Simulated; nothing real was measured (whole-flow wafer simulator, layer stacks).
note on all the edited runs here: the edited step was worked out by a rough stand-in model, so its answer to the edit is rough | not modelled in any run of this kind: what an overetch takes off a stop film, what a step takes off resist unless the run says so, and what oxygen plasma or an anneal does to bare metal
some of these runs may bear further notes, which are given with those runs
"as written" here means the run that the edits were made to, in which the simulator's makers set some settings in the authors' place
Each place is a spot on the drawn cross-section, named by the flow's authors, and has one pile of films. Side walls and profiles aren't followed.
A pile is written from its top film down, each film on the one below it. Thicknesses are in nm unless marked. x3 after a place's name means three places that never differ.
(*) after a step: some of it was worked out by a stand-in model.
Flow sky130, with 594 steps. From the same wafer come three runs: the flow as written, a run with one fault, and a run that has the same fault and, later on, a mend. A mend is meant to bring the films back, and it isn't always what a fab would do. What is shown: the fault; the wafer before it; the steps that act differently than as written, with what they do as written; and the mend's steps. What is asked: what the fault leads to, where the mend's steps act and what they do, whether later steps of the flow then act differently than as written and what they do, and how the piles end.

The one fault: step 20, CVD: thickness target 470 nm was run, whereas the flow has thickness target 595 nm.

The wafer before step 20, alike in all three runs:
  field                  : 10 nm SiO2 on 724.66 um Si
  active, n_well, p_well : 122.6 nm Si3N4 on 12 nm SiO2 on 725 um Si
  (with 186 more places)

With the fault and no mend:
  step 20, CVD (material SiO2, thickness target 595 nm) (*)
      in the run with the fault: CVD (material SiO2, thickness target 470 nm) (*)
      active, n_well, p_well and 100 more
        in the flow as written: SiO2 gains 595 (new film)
        in the run with the fault: SiO2 gains 470 (new film)
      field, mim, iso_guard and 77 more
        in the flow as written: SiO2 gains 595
        in the run with the fault: SiO2 gains 470
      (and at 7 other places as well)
  Later steps of the flow acting differently than as written (115 more steps, not shown, differ only slightly: by at most 2% or 0.5 nm, whichever is larger):
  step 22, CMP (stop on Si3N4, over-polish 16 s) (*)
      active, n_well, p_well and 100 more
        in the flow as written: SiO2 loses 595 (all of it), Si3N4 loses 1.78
        in the run with the fault: SiO2 loses 470 (all of it), Si3N4 loses 1.78
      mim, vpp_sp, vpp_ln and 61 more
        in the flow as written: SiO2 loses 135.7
        in the run with the fault: SiO2 loses 10.7
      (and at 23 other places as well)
  At the end the piles are close to the flow's at the places that both follow, differing by at most 2% or 0.5 nm, whichever is larger.

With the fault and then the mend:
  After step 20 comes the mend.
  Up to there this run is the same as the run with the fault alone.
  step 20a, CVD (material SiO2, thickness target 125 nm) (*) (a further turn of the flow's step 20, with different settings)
      field, active, n_well and 187 more
        SiO2 gains 125
  Every later step of the flow that is run acts as written at every place that is followed.
  The piles end the same as the flow's at every place that both follow.
